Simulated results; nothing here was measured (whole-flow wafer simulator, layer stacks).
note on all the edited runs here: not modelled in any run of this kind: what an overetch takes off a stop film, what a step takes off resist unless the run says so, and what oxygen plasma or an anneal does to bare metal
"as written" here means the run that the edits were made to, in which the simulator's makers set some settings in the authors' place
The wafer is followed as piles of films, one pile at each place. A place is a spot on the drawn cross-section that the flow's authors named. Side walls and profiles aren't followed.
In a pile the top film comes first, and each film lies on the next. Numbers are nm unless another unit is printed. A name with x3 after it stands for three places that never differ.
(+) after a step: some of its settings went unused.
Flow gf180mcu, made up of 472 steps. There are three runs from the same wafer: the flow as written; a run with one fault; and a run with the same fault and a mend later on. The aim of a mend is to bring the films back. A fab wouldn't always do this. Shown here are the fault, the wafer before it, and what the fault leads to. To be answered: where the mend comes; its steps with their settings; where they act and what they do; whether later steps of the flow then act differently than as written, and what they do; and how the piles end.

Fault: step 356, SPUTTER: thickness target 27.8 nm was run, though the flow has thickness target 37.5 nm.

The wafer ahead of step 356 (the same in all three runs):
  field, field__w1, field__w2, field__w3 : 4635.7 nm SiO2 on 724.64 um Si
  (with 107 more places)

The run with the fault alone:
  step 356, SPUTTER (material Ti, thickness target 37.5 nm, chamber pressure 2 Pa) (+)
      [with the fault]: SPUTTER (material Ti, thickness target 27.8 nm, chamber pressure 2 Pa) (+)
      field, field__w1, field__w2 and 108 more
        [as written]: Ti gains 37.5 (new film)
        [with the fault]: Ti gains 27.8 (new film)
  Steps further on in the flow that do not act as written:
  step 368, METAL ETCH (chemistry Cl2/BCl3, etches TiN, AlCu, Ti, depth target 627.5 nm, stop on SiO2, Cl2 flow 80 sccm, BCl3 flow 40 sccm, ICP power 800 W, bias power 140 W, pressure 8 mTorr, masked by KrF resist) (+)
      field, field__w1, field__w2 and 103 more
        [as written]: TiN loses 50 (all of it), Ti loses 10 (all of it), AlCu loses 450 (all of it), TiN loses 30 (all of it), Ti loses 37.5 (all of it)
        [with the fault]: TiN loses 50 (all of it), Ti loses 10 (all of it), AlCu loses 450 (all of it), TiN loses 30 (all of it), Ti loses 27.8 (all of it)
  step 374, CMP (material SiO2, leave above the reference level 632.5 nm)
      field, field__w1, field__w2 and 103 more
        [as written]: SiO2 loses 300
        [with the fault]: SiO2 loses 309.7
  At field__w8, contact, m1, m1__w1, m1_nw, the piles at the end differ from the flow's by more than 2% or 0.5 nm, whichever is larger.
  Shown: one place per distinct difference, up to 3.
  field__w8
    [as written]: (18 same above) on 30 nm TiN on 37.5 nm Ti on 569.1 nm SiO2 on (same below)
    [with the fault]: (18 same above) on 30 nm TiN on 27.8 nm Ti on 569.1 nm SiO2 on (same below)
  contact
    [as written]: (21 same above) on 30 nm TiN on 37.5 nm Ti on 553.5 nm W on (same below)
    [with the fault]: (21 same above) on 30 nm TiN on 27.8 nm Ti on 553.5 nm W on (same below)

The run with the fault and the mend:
  The mend follows step 356.
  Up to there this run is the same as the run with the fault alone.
  step 356a, SPUTTER (material Ti, thickness target 9.7 nm, chamber pressure 2 Pa) (+) (the flow's step 356, run once more with other settings)
      field, field__w1, field__w2 and 108 more
        Ti gains 9.7
  Later steps of the flow that are run all act as written at every place that is followed.
  At every place that both follow, the piles at the end match the flow's.
